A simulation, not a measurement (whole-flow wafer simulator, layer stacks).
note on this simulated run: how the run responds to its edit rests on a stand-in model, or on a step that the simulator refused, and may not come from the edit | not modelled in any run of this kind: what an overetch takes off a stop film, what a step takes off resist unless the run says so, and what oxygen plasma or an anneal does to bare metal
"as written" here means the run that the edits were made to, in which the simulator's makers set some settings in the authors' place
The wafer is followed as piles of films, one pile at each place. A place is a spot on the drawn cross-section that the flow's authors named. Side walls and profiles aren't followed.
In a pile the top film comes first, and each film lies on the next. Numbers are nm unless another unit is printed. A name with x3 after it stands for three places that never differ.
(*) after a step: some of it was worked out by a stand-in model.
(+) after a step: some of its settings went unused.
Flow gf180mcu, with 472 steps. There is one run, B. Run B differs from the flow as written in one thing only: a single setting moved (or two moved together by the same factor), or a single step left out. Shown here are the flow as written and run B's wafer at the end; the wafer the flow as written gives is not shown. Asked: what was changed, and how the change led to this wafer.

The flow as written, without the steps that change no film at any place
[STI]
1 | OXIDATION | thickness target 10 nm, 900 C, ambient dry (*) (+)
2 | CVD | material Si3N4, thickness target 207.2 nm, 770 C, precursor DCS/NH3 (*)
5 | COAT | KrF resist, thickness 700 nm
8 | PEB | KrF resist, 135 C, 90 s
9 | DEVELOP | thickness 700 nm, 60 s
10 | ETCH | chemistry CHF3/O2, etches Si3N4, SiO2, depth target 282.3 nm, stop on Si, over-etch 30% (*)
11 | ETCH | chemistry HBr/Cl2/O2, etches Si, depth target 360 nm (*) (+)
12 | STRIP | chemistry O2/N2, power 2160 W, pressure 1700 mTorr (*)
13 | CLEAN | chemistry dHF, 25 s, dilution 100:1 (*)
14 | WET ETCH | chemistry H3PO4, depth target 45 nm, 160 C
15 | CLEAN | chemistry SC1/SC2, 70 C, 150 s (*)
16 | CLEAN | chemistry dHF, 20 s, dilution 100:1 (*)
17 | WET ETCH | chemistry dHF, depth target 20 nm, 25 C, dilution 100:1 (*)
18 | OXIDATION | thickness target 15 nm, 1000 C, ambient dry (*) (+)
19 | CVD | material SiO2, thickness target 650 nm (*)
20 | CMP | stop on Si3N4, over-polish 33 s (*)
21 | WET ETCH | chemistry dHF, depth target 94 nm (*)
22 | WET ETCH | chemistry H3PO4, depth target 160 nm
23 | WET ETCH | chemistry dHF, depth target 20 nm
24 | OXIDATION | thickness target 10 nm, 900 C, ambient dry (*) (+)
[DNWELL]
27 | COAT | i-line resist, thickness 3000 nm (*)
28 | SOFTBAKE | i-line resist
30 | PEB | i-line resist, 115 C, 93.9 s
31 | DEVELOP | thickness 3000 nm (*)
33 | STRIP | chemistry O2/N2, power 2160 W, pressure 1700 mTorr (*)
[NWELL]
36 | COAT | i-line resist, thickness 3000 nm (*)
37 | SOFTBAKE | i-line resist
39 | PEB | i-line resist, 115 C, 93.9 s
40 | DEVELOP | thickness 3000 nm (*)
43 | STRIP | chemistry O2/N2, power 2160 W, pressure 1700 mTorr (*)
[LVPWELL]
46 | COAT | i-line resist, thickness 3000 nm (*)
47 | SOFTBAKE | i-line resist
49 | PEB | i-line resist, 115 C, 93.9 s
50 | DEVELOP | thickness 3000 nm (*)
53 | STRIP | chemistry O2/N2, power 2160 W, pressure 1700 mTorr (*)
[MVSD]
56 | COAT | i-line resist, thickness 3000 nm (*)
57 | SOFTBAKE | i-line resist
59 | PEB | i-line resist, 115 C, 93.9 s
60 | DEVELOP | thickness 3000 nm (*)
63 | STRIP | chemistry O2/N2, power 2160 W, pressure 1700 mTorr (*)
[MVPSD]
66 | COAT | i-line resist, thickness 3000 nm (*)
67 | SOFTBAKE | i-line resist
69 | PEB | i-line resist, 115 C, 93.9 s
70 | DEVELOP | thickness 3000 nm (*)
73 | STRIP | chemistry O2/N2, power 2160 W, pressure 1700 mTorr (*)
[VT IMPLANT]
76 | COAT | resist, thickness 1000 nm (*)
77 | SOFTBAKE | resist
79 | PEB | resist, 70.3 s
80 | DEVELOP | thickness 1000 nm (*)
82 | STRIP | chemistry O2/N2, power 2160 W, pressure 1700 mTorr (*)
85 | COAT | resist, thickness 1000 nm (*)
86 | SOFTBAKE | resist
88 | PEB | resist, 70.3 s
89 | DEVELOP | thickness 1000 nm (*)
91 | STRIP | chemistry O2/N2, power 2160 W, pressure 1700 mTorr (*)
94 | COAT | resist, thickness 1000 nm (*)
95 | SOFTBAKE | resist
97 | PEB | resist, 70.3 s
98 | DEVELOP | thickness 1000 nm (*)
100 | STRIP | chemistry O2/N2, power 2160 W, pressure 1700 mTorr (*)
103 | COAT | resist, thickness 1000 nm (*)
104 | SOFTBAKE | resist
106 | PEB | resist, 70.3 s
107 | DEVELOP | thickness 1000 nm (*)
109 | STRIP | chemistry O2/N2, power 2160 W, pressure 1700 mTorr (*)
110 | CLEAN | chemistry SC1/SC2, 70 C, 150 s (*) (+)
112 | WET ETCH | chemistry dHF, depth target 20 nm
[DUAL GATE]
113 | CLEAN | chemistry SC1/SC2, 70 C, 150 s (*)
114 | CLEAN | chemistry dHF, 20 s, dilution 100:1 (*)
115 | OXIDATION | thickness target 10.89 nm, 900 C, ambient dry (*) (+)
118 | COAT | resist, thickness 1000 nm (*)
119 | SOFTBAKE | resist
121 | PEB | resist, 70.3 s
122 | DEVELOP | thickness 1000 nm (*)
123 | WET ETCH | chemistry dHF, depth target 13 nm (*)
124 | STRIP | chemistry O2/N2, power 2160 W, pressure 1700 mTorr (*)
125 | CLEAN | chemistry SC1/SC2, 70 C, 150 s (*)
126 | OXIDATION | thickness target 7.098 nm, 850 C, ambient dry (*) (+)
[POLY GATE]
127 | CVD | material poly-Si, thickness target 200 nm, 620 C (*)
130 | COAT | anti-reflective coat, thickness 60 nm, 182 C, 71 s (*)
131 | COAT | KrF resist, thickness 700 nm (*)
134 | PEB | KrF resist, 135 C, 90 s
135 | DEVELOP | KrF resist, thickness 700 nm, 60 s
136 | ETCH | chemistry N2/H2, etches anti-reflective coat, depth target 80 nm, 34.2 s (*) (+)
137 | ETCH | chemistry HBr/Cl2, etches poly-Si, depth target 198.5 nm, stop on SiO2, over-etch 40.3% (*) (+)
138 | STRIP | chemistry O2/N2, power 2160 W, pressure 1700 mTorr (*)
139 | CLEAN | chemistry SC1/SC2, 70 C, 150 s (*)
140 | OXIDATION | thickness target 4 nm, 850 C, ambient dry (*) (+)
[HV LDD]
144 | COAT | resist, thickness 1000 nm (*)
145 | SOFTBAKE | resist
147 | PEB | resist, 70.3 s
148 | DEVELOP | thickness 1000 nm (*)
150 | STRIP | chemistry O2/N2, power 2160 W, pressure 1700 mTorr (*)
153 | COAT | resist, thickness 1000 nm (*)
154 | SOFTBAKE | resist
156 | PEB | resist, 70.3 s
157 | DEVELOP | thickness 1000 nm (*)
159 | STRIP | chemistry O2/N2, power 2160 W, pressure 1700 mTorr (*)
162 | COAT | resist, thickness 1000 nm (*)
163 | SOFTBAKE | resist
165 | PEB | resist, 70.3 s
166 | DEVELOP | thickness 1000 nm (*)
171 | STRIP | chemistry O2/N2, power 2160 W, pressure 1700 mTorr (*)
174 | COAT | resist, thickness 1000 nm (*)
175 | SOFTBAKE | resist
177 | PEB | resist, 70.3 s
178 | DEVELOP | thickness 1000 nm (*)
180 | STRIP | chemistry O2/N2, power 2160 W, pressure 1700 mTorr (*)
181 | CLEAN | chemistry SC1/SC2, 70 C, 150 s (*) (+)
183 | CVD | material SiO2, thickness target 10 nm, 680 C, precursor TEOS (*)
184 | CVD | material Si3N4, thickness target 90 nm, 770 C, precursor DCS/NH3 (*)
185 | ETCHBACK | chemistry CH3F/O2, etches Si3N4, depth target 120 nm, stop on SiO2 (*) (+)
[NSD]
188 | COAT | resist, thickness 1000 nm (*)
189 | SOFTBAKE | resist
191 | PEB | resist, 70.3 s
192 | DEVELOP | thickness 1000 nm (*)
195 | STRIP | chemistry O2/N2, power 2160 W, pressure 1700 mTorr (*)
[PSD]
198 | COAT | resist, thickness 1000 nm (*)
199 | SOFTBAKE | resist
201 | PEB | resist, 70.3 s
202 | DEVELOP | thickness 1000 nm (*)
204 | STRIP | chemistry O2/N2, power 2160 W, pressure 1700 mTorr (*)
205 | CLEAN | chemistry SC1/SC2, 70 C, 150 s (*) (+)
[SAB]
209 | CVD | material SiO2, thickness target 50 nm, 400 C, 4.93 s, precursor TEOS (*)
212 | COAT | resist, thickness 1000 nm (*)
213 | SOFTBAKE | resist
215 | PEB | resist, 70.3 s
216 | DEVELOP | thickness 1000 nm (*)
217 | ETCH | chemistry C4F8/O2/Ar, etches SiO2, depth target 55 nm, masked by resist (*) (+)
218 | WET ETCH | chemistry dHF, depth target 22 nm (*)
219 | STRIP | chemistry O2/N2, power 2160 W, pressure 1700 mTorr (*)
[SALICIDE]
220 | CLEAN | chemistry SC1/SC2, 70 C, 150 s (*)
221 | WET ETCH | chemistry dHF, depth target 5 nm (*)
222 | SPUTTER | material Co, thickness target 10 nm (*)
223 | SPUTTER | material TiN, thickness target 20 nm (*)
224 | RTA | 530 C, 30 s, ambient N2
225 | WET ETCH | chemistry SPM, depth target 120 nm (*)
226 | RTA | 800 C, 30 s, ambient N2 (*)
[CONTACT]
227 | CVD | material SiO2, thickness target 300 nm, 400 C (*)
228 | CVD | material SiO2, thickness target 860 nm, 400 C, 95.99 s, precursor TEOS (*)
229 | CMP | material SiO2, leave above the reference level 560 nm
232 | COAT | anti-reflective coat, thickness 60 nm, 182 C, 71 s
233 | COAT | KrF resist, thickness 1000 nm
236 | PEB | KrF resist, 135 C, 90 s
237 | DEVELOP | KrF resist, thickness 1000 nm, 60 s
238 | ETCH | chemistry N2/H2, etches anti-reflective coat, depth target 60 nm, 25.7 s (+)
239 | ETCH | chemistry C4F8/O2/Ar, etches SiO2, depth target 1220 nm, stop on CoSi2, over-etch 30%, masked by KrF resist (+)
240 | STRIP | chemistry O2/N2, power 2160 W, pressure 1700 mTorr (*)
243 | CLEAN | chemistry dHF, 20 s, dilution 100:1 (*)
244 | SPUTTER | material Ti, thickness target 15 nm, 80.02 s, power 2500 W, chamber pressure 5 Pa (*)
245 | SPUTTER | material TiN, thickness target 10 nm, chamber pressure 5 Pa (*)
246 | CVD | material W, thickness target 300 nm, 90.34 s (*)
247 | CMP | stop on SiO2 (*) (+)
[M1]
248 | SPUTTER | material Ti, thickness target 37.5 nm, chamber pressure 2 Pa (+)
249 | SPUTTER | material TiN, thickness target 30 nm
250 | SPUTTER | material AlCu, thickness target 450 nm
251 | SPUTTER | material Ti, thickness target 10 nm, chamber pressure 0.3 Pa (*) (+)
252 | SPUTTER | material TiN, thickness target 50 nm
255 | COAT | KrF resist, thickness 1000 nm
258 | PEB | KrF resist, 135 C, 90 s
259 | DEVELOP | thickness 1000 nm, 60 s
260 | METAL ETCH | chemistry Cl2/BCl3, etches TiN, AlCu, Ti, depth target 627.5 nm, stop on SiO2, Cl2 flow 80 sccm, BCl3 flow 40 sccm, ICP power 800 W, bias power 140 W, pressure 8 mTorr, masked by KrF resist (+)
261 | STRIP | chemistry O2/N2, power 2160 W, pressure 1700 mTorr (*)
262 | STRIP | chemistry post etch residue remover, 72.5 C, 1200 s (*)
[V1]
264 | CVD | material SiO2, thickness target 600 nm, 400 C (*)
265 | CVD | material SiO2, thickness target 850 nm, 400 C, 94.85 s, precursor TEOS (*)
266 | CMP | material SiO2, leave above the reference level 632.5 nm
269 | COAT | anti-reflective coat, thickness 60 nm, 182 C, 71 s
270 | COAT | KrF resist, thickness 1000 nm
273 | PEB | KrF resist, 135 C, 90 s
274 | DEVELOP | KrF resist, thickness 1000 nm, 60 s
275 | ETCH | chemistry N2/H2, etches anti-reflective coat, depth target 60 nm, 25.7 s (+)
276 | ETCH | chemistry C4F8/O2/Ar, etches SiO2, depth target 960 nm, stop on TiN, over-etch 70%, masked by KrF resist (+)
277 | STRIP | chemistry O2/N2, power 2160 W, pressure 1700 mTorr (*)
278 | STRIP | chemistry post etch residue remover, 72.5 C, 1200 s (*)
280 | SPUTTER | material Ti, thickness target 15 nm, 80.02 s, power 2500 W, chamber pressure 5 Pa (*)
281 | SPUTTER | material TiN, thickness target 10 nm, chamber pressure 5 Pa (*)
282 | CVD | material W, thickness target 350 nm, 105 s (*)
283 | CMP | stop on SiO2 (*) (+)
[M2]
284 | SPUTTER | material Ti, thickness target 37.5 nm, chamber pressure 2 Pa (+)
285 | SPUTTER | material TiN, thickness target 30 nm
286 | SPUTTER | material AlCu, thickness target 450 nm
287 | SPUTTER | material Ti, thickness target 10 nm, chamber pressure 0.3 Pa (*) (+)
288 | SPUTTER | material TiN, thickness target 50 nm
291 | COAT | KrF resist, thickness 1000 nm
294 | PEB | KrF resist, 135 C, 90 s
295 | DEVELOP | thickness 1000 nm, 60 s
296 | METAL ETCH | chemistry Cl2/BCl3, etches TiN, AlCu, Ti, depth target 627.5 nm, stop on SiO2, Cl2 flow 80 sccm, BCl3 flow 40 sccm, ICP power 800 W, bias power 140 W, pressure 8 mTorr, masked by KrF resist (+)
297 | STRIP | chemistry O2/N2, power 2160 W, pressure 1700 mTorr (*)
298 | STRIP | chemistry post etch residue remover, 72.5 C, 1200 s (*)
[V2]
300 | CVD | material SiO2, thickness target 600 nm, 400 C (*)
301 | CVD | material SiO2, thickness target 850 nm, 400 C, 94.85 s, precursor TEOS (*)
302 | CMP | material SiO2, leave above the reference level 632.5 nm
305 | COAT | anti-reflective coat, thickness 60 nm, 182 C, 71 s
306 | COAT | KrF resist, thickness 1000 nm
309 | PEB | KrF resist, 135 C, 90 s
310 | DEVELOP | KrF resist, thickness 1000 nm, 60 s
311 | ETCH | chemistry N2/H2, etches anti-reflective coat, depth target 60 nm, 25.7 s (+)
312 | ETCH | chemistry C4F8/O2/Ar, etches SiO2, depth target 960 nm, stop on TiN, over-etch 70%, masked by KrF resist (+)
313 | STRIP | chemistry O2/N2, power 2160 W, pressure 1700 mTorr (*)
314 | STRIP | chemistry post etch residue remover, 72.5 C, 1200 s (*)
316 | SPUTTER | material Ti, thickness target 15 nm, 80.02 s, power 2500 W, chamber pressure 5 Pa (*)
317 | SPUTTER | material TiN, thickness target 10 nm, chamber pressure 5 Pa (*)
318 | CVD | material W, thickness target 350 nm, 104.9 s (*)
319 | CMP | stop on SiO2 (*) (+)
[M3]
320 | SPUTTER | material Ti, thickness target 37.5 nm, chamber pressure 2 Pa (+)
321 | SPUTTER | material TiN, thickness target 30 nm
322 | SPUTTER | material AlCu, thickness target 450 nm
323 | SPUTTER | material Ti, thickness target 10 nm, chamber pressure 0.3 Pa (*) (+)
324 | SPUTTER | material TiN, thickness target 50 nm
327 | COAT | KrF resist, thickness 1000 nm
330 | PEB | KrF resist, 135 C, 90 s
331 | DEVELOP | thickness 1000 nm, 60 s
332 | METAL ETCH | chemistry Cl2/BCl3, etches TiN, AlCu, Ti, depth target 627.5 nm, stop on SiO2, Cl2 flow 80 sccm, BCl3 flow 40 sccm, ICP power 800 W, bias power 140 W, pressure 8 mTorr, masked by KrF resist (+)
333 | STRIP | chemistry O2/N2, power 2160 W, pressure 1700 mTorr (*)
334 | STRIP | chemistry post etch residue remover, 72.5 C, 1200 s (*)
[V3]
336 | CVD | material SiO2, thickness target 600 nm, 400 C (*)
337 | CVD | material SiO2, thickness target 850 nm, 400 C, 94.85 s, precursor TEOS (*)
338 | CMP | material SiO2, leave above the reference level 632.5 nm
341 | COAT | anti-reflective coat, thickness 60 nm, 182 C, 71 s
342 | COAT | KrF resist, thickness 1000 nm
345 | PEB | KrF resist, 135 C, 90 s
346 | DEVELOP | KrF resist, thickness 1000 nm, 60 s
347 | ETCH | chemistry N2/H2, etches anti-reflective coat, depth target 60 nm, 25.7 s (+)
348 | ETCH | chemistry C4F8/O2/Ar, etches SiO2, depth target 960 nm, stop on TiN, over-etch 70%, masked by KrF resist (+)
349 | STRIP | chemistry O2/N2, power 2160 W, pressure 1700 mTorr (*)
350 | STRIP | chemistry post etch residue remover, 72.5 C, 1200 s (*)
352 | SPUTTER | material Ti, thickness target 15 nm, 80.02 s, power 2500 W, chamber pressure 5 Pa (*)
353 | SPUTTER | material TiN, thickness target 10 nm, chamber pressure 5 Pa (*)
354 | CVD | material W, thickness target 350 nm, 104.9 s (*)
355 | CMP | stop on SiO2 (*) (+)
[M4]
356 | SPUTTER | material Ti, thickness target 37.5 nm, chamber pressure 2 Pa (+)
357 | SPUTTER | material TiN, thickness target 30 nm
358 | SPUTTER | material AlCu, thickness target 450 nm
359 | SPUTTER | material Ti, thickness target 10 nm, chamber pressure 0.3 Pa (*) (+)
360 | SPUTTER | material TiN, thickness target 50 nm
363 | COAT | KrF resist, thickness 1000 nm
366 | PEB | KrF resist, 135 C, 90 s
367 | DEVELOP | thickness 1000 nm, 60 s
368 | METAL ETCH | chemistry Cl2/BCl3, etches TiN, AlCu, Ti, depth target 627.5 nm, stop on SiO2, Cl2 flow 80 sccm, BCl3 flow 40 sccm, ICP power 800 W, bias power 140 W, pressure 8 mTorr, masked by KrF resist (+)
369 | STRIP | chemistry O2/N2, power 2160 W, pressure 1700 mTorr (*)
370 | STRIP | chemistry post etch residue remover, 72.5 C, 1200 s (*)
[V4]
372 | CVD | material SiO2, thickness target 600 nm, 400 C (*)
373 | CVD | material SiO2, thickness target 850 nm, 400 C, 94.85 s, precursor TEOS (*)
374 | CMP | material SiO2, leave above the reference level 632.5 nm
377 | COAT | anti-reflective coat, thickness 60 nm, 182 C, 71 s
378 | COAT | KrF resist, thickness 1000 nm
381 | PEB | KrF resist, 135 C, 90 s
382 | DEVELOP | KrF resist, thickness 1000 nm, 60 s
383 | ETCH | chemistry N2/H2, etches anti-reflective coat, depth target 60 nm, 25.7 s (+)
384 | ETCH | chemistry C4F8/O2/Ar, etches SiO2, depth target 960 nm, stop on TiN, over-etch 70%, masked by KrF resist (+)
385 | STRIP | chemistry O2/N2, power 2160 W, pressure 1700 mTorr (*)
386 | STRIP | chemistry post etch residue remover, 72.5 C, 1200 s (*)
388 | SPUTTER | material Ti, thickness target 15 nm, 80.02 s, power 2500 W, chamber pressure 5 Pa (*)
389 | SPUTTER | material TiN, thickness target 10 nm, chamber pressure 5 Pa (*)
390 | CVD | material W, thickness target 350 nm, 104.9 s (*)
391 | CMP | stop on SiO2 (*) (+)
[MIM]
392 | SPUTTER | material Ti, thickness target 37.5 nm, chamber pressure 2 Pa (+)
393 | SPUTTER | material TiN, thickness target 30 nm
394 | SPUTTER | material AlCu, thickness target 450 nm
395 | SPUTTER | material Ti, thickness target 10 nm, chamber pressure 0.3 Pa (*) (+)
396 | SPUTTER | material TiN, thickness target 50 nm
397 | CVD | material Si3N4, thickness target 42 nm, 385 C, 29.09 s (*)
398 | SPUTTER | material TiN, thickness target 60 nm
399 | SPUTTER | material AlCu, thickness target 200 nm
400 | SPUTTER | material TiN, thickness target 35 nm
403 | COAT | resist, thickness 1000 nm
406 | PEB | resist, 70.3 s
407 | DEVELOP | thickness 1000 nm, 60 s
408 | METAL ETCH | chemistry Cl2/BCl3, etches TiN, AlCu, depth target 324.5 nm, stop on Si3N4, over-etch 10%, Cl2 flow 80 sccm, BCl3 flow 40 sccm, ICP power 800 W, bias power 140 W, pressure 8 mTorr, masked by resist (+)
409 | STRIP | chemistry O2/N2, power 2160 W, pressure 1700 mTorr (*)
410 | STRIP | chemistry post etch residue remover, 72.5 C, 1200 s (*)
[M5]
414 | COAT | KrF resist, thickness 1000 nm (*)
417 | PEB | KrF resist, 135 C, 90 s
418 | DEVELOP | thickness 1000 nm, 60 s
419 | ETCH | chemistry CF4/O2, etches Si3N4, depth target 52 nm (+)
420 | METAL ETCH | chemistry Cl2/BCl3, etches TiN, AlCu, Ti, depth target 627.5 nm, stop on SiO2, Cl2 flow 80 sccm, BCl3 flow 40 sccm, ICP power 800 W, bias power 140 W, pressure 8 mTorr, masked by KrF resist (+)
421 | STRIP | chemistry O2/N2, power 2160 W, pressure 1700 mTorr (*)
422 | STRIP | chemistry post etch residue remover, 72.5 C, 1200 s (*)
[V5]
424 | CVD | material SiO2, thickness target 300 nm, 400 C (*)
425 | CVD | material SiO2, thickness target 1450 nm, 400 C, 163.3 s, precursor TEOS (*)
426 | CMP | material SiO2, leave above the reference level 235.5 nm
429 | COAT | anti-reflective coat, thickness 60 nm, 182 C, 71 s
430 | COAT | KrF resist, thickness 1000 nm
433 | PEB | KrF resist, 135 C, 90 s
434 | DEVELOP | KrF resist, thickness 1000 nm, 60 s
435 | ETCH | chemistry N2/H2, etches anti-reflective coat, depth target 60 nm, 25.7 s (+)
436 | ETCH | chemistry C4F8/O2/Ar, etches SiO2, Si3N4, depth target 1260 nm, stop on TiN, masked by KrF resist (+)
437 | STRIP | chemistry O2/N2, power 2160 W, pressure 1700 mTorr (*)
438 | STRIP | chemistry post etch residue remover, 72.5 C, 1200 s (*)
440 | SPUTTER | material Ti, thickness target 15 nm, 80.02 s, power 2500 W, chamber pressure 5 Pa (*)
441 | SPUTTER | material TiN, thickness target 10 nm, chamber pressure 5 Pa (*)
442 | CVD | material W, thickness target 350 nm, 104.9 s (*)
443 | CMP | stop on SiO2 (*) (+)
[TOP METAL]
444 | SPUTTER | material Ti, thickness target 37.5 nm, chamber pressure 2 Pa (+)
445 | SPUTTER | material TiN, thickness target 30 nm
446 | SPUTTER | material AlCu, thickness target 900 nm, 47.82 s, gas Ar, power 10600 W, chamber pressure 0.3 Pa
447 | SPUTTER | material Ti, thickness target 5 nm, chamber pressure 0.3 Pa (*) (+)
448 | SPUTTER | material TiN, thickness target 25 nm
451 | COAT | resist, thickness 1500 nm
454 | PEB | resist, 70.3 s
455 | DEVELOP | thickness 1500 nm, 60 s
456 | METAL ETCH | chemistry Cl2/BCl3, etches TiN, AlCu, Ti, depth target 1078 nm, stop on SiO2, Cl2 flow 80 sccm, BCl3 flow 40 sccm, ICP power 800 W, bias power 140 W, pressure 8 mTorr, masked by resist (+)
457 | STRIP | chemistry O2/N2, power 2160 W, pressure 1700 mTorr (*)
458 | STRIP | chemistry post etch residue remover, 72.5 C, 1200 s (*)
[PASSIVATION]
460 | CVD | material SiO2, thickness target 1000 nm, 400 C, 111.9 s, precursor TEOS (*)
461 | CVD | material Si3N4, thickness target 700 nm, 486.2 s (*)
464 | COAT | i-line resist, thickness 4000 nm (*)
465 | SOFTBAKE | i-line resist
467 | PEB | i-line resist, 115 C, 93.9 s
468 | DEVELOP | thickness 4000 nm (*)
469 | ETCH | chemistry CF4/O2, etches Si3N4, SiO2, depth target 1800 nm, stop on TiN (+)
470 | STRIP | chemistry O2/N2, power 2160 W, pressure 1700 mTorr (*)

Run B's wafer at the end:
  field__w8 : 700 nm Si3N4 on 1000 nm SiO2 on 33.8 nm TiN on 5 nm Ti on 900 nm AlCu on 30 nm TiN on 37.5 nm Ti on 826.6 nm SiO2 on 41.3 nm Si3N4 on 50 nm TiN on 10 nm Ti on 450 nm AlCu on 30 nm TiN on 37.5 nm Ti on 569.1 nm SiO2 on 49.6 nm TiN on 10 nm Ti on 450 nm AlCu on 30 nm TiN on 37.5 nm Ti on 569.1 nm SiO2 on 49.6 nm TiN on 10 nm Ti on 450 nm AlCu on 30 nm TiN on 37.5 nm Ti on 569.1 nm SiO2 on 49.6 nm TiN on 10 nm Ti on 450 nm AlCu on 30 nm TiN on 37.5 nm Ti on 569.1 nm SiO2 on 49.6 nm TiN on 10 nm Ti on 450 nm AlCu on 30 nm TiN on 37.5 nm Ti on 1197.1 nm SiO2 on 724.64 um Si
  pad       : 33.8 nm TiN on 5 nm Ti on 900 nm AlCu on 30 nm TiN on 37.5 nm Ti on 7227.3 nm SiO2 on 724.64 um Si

What caused this: step 448, SPUTTER: thickness target 34.2 nm was run, though the flow has thickness target 25 nm.

Step by step, how the change led to this:
  448 | SPUTTER | material TiN, thickness target 25 nm
      field, field__w1, field__w2 and 109 more: +34.2 TiN (new film) (it would be, as written: +25 TiN (new film))
  456 | METAL ETCH | chemistry Cl2/BCl3, etches TiN, AlCu, Ti, depth target 1078 nm, stop on SiO2, Cl2 flow 80 sccm, BCl3 flow 40 sccm, ICP power 800 W, bias power 140 W, pressure 8 mTorr, masked by resist (+)
      field, field__w1, field__w2 and 103 more: -34.2 TiN (all of it), -5 Ti (all of it), -900 AlCu (all of it), -30 TiN (all of it), -37.5 Ti (all of it) (it would be, as written: -25 TiN (all of it), -5 Ti (all of it), -900 AlCu (all of it), -30 TiN (all of it), -37.5 Ti (all of it))
  465 | SOFTBAKE | i-line resist
      gate: -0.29 i-line resist (it would be, as written: +1.79 i-line resist)
      ld_acc_p, ld_fp_p, ld_drift_p: +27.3 i-line resist (it would be, as written: +33.8 i-line resist)
      (and at 56 other places as well)
